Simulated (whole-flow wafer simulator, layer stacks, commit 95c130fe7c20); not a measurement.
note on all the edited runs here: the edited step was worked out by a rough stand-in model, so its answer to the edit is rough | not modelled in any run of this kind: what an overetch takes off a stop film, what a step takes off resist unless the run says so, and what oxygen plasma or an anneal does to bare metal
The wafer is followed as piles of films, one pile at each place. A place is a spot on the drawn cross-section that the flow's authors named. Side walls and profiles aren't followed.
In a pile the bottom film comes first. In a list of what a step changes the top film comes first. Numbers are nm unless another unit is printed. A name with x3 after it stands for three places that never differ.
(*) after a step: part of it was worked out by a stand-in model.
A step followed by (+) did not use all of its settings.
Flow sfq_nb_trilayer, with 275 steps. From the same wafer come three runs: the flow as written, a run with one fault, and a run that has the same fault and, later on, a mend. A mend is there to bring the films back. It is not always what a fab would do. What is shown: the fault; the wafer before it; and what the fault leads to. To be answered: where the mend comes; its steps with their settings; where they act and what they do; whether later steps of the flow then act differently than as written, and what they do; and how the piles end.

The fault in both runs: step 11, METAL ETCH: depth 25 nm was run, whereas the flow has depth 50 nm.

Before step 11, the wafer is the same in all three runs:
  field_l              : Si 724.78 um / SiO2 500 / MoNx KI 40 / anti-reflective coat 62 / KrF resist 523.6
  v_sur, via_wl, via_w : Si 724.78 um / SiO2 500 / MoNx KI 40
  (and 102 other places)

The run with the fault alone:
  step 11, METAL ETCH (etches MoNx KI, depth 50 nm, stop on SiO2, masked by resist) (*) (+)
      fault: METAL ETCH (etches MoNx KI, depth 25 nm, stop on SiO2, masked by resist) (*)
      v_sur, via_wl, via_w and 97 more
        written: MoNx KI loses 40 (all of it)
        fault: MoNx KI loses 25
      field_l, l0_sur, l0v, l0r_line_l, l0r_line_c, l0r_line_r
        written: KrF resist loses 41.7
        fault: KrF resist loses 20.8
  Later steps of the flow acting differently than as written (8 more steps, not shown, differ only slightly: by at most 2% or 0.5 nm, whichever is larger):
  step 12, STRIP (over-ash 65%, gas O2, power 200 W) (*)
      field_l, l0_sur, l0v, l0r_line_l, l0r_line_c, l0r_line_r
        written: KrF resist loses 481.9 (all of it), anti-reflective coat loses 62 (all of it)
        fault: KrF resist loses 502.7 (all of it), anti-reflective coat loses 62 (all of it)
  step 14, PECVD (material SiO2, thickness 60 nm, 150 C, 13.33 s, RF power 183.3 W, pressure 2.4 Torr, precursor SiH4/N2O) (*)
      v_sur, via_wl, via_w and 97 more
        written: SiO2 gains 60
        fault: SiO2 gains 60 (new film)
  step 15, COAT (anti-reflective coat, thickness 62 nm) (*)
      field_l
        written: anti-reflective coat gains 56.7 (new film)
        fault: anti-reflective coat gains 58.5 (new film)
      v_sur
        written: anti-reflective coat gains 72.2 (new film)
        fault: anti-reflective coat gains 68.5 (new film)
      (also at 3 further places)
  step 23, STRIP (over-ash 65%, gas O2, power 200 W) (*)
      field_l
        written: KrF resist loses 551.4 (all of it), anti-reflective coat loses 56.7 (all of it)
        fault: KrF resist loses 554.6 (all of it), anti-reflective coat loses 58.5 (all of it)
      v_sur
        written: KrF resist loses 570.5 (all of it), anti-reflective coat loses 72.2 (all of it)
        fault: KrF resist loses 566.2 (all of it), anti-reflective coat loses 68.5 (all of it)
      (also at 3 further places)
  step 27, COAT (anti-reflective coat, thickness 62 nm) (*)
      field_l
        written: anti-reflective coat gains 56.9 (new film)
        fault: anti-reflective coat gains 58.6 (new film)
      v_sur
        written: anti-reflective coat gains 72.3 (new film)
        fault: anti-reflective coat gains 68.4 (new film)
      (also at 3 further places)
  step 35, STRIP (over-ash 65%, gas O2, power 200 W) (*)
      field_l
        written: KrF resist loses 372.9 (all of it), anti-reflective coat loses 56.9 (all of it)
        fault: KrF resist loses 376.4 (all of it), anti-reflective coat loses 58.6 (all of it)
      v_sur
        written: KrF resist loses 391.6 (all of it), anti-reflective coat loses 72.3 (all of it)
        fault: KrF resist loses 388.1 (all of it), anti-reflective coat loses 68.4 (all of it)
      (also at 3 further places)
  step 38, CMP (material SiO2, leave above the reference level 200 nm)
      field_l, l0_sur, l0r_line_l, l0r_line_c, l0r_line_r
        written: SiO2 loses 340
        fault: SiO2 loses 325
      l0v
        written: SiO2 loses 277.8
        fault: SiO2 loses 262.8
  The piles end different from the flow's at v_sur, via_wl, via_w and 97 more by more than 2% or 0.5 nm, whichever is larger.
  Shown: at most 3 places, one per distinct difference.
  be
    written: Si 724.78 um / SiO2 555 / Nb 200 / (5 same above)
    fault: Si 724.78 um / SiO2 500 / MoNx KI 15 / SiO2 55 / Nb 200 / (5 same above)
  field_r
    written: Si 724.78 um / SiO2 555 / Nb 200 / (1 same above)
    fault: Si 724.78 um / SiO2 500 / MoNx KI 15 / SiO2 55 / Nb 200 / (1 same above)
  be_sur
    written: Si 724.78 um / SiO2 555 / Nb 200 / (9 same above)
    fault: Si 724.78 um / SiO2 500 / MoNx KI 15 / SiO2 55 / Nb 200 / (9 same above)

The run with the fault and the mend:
  The mend stands after step 11.
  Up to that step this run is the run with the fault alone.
  step 11a, METAL ETCH (etches MoNx KI, depth 25 nm, stop on SiO2, masked by resist) (+) (the flow's step 11, run once more with other settings)
      v_sur, via_wl, via_w and 97 more
        MoNx KI loses 15 (all of it)
      field_l, l0_sur, l0v, l0r_line_l, l0r_line_c, l0r_line_r
        KrF resist loses 18.8
  None of the later steps of the flow differs from how it acts as written, at any place that is followed, by more than 2% or 0.5 nm, whichever is larger.
  By the end, the piles equal the flow's at every place that both follow.
